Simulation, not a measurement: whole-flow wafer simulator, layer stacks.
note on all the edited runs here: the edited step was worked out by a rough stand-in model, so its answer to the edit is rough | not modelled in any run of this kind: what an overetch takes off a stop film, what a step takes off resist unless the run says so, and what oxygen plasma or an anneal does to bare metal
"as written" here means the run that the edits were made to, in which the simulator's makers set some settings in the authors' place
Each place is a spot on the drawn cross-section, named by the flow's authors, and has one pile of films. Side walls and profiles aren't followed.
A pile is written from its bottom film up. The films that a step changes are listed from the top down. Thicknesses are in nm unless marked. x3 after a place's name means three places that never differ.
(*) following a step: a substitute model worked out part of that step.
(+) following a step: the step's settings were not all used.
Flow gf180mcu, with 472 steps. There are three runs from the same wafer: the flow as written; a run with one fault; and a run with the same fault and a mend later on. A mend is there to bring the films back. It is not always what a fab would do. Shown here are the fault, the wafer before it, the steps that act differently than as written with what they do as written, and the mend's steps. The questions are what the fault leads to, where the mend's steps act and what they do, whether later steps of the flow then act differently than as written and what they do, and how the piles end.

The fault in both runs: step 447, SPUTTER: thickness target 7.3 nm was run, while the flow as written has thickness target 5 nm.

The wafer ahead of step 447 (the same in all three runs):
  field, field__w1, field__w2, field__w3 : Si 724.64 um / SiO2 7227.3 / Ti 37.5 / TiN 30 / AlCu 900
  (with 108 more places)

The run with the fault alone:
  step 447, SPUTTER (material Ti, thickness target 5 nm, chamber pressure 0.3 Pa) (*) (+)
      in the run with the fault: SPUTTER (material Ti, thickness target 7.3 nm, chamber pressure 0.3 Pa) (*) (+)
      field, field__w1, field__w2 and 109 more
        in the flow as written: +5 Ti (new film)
        in the run with the fault: +7.3 Ti (new film)
  Steps later in the flow that act otherwise than as written (not shown: 5 more steps that differ only slightly, by at most 2% or 0.5 nm, whichever is larger):
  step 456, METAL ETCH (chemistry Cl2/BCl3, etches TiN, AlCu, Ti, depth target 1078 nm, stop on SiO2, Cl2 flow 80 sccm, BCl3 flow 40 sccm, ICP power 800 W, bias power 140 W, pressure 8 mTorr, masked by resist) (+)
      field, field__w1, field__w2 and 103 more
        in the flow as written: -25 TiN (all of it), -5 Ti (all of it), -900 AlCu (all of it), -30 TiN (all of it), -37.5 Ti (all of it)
        in the run with the fault: -25 TiN (all of it), -7.3 Ti (all of it), -900 AlCu (all of it), -30 TiN (all of it), -37.5 Ti (all of it)
  By the end, the piles at field__w8, contact, m1, m1__w1, pad, m1_nw depart from the flow's by more than 2% or 0.5 nm, whichever is larger.
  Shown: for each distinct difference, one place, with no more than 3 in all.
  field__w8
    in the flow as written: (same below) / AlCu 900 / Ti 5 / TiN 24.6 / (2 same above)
    in the run with the fault: (same below) / AlCu 900 / Ti 7.3 / TiN 24.6 / (2 same above)
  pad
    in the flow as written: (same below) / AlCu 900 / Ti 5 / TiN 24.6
    in the run with the fault: (same below) / AlCu 900 / Ti 7.3 / TiN 24.6

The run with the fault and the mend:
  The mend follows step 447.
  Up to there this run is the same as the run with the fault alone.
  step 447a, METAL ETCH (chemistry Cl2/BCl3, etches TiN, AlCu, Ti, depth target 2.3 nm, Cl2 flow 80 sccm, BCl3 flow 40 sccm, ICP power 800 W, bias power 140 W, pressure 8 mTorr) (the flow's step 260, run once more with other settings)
      field, field__w1, field__w2 and 109 more
        -2.3 Ti
  Every later step of the flow that is run acts as written at every place that is followed.
  By the end, the piles equal the flow's at every place that both follow.
